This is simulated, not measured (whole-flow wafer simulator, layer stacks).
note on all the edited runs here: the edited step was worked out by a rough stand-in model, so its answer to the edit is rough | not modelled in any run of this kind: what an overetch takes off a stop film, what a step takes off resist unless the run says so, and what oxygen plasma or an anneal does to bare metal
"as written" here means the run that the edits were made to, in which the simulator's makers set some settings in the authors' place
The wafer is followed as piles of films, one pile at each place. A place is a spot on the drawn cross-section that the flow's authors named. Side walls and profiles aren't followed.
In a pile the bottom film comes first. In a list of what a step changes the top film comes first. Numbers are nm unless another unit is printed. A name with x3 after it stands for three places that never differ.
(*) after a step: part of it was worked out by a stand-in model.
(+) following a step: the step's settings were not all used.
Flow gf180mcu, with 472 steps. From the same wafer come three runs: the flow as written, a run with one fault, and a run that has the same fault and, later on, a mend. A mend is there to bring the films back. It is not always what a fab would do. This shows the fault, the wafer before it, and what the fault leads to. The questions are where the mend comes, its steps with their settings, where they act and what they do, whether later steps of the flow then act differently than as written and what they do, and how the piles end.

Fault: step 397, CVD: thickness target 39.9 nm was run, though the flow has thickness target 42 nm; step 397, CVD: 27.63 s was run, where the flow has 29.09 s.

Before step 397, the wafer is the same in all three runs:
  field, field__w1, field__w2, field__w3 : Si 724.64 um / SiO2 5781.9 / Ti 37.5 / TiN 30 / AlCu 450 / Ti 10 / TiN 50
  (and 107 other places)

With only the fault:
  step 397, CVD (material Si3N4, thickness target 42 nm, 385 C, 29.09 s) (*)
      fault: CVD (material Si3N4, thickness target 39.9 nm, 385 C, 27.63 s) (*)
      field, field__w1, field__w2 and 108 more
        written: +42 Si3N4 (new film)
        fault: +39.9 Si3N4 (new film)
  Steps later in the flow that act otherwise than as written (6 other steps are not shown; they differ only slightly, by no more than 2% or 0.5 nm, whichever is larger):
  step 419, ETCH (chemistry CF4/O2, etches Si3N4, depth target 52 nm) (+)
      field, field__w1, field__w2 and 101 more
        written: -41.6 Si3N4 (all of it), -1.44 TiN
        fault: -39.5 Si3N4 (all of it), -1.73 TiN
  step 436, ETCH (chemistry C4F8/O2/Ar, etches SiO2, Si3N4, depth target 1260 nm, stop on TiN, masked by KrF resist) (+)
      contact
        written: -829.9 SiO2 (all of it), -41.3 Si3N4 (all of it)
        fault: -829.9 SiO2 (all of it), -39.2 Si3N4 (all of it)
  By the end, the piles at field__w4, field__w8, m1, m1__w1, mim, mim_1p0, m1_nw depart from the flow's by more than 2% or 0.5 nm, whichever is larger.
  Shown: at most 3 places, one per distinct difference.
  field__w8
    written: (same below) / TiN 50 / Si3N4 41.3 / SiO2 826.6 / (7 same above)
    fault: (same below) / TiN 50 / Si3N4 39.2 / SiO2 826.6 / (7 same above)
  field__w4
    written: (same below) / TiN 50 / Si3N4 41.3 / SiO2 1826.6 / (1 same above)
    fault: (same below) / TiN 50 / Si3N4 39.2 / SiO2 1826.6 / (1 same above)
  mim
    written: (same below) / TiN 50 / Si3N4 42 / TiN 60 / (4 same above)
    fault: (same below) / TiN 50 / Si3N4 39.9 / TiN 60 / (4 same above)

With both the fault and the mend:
  The mend follows step 397.
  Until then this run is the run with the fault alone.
  step 397a, CVD (material Si3N4, thickness target 2.1 nm, 385 C, 1.454 s) (the flow's step 397 again, with other settings)
      field, field__w1, field__w2 and 108 more
        +2.11 Si3N4
  None of the later steps of the flow differs from how it acts as written, at any place that is followed, by more than 2% or 0.5 nm, whichever is larger.
  When the end is reached, the piles differ only a little from the flow's at the places that both follow, at most by 2% or 0.5 nm, whichever is larger.
